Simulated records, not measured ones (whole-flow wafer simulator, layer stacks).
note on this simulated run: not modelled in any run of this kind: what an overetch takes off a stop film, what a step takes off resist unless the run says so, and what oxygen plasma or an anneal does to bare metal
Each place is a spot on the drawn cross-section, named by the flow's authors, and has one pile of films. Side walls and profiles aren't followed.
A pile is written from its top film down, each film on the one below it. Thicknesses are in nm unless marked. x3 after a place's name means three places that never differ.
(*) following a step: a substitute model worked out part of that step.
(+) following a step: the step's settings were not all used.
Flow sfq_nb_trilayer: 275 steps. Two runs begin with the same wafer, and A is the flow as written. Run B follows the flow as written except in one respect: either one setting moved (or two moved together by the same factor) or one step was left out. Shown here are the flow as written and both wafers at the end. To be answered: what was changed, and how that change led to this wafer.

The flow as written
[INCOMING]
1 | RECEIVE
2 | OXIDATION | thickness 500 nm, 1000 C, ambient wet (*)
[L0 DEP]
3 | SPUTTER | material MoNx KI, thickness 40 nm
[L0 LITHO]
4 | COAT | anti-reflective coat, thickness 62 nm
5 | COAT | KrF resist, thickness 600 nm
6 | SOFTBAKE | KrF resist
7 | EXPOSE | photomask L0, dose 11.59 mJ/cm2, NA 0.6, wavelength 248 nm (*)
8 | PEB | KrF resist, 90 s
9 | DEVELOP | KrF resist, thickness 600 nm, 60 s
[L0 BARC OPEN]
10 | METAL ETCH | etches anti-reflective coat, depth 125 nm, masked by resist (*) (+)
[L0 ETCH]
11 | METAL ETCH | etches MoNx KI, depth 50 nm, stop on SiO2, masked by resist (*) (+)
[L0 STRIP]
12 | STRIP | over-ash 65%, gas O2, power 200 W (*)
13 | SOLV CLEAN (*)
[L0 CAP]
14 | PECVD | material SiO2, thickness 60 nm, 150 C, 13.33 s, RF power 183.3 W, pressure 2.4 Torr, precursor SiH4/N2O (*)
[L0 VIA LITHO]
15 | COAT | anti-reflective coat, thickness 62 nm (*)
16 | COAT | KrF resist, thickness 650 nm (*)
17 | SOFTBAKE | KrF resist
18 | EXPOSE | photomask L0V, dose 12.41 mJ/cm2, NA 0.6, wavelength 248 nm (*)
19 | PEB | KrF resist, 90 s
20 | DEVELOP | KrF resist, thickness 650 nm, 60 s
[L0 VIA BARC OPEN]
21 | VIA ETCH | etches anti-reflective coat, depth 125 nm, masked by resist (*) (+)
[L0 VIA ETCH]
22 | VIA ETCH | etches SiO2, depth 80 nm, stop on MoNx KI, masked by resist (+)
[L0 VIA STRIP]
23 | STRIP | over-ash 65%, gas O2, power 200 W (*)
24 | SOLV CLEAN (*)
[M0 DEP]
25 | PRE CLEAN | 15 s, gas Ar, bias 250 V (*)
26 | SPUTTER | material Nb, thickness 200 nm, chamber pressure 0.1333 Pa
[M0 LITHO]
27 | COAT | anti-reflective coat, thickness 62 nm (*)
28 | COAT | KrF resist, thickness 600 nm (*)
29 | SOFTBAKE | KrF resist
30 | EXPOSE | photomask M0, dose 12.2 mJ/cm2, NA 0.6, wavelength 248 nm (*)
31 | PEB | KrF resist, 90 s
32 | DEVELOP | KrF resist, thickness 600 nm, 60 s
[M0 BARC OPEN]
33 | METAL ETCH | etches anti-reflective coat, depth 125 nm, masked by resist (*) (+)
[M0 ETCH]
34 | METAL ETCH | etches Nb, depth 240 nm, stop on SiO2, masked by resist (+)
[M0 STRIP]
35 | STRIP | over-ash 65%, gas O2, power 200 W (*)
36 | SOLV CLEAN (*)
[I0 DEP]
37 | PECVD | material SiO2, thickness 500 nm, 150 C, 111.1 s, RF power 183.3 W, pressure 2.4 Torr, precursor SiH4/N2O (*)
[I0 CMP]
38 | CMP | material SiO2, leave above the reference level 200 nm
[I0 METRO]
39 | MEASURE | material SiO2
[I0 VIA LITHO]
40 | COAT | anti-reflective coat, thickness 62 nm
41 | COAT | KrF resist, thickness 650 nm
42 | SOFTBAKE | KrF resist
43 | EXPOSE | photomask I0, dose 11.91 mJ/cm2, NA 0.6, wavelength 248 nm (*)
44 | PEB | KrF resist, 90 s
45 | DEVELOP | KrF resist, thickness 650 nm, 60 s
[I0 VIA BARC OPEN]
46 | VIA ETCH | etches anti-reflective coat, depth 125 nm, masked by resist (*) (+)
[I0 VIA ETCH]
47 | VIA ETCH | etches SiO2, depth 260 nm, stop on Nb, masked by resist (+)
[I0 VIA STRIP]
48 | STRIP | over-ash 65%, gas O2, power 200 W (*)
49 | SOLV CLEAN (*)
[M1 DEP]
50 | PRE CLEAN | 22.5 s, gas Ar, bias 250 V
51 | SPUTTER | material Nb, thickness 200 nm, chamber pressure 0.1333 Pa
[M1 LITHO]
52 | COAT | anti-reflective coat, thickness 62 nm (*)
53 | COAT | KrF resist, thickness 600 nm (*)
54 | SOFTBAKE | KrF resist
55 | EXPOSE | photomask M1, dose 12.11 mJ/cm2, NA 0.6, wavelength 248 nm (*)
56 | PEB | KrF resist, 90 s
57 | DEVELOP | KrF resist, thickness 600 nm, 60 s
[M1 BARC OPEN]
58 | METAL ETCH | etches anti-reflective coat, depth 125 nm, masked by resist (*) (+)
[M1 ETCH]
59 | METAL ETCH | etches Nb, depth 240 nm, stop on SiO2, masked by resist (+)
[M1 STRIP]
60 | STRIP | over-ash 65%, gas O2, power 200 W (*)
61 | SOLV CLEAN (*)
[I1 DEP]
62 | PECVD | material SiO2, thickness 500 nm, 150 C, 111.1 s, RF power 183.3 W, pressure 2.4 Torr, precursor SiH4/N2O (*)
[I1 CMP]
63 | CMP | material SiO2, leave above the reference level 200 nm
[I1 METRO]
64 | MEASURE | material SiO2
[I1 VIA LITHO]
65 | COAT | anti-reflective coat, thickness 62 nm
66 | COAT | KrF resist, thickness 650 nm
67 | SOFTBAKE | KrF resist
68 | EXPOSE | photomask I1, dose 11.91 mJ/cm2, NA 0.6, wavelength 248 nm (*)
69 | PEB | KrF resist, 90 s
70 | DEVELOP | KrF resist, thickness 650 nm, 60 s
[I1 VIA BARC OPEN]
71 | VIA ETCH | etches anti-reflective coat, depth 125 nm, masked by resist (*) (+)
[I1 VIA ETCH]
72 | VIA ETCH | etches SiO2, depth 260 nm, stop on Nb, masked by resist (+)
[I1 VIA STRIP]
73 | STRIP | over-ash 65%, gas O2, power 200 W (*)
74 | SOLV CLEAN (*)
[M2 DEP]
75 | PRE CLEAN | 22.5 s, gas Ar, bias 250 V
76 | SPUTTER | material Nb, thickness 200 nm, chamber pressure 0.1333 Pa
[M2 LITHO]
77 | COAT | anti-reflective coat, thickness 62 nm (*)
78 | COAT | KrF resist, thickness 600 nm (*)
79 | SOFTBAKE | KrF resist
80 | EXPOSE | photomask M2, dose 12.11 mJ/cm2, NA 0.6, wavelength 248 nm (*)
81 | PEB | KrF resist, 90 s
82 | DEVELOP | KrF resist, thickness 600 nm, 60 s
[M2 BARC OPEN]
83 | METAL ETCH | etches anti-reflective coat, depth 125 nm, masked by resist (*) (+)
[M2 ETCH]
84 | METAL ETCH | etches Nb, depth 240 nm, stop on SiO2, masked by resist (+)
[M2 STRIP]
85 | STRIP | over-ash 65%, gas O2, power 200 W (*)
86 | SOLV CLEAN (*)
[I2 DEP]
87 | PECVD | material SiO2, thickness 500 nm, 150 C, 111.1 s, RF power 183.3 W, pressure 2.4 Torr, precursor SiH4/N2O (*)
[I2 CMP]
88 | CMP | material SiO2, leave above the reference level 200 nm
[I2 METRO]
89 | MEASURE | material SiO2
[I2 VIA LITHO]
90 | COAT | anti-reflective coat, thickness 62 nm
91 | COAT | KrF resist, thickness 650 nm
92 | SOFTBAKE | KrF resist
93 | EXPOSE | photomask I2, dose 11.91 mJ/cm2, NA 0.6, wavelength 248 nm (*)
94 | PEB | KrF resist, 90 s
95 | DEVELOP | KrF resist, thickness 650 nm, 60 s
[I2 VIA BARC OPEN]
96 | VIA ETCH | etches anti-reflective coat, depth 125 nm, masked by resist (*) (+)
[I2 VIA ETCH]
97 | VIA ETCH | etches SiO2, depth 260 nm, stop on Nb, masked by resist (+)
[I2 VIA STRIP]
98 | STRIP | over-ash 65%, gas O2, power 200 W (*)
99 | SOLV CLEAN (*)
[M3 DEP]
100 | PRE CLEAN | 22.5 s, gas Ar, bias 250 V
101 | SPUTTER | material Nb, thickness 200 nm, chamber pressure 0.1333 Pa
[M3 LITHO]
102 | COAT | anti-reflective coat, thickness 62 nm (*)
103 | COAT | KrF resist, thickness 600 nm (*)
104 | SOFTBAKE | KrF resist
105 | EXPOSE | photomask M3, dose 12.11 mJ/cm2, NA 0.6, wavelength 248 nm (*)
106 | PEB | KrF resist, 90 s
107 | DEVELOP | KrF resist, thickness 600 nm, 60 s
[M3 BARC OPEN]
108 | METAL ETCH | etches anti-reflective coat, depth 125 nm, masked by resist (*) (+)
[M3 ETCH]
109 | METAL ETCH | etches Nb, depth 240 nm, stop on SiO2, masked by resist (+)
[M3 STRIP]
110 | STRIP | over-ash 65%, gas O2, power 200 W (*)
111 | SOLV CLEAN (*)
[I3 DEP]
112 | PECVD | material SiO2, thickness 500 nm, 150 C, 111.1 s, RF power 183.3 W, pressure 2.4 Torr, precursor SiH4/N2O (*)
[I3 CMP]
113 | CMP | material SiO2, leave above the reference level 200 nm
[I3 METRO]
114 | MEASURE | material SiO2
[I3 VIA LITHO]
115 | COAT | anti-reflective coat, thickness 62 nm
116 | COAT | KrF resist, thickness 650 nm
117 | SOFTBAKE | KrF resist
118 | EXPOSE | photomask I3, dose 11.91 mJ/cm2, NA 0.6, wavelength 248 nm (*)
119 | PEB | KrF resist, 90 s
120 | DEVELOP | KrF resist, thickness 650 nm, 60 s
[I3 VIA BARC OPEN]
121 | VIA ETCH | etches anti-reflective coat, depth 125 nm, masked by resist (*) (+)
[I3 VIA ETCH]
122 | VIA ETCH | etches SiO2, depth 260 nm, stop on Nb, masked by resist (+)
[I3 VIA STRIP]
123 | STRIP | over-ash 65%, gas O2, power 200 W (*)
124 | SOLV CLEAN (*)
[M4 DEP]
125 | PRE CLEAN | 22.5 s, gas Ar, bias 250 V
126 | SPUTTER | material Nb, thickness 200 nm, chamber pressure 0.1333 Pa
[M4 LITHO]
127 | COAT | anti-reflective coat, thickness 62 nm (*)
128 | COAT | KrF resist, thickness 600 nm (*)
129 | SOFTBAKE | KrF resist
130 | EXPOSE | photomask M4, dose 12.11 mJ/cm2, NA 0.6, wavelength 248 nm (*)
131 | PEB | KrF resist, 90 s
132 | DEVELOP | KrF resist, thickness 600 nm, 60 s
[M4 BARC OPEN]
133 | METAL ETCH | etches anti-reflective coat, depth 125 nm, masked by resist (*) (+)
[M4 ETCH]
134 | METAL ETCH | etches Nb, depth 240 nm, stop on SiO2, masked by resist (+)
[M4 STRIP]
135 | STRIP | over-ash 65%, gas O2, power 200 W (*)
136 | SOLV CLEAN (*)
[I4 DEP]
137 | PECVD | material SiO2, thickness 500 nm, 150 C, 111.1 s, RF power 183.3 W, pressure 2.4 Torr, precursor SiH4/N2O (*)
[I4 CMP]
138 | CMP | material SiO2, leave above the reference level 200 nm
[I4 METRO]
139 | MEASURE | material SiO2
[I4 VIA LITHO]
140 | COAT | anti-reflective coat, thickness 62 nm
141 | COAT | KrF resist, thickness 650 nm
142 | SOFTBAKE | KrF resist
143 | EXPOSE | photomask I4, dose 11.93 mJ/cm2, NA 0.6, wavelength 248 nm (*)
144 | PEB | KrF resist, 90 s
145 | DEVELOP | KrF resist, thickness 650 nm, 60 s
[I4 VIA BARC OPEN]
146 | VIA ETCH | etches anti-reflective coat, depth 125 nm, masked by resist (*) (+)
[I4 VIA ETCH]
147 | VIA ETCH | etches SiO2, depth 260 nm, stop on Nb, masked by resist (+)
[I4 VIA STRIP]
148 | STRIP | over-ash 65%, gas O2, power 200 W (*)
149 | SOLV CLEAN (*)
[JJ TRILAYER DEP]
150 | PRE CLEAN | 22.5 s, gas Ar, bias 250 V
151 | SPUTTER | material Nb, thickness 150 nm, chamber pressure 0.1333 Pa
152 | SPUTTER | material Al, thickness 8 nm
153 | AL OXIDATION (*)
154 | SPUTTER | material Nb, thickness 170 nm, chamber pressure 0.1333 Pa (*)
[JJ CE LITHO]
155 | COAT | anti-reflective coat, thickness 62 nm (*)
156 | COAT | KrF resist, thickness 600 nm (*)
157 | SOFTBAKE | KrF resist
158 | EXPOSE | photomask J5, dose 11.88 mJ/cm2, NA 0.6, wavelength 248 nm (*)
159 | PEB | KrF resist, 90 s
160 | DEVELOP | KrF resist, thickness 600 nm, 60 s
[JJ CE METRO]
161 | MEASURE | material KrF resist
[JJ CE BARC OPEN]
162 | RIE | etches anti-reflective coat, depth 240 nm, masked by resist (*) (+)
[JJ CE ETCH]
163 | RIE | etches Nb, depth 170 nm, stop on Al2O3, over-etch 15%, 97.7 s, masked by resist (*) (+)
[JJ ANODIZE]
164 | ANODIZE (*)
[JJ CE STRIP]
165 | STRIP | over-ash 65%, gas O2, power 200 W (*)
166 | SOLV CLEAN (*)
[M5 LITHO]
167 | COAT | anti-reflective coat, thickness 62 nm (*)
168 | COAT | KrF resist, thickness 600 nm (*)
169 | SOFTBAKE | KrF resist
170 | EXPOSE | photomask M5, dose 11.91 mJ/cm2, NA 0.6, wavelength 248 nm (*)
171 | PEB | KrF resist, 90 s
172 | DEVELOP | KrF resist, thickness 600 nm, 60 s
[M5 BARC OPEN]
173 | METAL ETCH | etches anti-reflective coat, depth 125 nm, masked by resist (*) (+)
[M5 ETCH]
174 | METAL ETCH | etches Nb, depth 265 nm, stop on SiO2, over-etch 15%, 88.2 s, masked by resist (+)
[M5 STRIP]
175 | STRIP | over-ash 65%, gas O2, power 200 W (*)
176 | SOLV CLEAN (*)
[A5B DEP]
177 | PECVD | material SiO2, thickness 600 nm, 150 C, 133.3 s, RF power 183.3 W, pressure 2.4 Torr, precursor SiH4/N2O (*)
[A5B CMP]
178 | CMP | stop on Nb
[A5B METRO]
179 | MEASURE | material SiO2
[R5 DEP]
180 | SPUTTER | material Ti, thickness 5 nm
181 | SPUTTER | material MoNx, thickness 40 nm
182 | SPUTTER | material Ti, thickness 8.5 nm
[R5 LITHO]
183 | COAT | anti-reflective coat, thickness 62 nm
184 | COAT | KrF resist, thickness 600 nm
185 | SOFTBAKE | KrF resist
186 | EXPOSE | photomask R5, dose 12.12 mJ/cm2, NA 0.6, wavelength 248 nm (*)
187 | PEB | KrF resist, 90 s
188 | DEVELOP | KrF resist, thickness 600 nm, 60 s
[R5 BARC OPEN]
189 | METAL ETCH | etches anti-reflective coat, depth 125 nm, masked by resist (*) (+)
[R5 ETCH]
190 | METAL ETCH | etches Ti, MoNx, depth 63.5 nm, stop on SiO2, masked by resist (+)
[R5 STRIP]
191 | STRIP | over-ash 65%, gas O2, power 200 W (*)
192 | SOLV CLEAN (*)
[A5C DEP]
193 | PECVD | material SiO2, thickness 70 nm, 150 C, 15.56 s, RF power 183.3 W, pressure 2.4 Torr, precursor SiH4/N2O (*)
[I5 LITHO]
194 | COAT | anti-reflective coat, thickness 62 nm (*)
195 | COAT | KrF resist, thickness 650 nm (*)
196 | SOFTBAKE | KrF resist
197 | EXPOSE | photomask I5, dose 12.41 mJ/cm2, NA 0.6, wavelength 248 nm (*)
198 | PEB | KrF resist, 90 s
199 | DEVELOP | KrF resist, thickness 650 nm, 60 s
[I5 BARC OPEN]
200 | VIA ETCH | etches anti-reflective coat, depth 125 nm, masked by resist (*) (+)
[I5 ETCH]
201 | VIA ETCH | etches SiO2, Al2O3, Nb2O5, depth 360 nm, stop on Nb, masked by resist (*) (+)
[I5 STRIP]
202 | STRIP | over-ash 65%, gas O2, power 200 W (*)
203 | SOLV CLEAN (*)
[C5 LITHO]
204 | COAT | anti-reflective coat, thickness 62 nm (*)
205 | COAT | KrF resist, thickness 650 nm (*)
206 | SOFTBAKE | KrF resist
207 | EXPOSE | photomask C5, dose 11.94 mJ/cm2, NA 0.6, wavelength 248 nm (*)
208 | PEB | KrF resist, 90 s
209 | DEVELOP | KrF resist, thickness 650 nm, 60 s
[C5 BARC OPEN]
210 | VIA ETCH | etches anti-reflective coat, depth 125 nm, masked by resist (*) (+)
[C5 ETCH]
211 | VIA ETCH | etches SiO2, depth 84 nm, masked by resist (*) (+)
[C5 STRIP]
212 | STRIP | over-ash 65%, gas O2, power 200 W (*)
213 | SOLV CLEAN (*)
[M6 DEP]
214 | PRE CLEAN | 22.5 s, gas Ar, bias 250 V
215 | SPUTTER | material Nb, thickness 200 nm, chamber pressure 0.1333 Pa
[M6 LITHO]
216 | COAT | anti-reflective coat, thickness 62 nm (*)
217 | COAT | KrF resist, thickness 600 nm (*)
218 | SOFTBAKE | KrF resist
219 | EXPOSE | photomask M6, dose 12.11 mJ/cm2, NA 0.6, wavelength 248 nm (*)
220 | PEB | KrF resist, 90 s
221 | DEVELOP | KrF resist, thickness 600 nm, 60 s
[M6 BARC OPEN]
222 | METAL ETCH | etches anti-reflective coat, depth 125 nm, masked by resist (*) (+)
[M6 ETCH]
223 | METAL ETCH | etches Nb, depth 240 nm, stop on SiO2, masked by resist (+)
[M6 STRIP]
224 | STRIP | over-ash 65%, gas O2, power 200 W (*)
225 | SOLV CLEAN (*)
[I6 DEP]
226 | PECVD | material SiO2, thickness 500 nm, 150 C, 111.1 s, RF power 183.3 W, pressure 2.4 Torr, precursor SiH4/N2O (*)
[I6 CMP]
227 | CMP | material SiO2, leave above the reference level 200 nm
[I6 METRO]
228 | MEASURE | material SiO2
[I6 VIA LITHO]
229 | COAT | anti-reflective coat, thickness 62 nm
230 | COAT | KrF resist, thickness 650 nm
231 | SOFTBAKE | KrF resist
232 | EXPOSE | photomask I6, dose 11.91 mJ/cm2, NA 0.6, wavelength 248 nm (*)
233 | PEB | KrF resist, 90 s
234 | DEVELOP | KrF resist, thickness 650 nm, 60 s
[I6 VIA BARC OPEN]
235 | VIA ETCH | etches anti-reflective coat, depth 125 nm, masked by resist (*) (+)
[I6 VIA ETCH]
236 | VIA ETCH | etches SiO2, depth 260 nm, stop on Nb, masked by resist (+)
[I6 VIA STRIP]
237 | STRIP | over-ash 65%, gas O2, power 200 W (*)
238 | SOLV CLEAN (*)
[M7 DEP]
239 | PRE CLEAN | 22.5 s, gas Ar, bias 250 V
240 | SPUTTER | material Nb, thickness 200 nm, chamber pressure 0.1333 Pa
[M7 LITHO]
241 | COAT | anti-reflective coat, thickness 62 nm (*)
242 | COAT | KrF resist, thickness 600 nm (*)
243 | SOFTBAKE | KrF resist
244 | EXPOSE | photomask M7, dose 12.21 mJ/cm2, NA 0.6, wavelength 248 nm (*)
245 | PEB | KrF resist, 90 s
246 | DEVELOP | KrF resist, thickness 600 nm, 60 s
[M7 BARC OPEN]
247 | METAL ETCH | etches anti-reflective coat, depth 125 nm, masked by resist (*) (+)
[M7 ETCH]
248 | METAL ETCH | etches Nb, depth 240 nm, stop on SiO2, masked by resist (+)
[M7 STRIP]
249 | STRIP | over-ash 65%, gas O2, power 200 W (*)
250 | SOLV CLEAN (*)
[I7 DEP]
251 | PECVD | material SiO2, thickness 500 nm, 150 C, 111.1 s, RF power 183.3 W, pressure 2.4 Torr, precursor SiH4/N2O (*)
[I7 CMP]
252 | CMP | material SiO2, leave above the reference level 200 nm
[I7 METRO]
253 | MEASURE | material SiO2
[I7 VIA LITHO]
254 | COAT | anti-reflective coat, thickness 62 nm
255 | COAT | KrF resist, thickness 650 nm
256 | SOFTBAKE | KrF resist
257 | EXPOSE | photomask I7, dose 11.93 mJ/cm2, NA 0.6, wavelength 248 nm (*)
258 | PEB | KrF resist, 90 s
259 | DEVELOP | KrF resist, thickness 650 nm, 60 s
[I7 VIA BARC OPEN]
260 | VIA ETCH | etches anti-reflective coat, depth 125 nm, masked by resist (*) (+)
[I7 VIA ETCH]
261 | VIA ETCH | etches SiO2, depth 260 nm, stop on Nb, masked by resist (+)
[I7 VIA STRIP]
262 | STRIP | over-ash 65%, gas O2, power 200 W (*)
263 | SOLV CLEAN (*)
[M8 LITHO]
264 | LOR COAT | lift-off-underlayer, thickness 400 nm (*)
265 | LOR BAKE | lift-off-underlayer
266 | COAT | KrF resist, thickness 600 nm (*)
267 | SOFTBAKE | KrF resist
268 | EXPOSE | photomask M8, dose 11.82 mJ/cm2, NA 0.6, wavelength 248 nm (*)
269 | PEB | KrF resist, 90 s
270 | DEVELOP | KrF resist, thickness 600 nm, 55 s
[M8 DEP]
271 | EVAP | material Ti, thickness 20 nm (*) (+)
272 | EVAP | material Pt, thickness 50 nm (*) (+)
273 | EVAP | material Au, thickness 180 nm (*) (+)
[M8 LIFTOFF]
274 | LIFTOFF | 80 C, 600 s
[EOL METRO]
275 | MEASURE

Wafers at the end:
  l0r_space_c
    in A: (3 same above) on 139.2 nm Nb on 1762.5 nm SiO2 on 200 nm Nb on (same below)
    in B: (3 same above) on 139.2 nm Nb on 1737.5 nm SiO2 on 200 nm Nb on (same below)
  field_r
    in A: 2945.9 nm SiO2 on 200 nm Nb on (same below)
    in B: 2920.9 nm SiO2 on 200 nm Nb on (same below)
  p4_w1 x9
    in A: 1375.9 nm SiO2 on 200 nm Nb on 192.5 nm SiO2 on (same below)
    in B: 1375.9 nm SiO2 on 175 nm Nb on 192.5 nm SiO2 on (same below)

What caused this: step 126, SPUTTER: thickness 175 nm was run, though the flow has thickness 200 nm.
One can read it off the wafer: p4_w1 x9 has Nb 175, and step 126 as written asks for 200 nm.

Step by step, how the change led to this:
  126 | SPUTTER | material Nb, thickness 200 nm, chamber pressure 0.1333 Pa
      field_l, v_sur, via_wl and 102 more: A +200 Nb (new film) | B +175 Nb (new film)
      via_v: A +165.5 Nb | B +144.7 Nb
  134 | METAL ETCH | etches Nb, depth 240 nm, stop on SiO2, masked by resist (+)
      field_l, be, be_sur and 64 more: A -200 Nb (all of it) | B -175 Nb (all of it)
  137 | PECVD | material SiO2, thickness 500 nm, 150 C, 111.1 s, RF power 183.3 W, pressure 2.4 Torr, precursor SiH4/N2O (*)
      p3_s0 x6: A +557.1 SiO2 | B +532.1 SiO2
  138 | CMP | material SiO2, leave above the reference level 200 nm
      field_l, be, be_sur and 55 more: A -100 SiO2 | B -125 SiO2
      lsp_r, l0_sur, l0v: A -91.9 SiO2 | B -117.9 SiO2
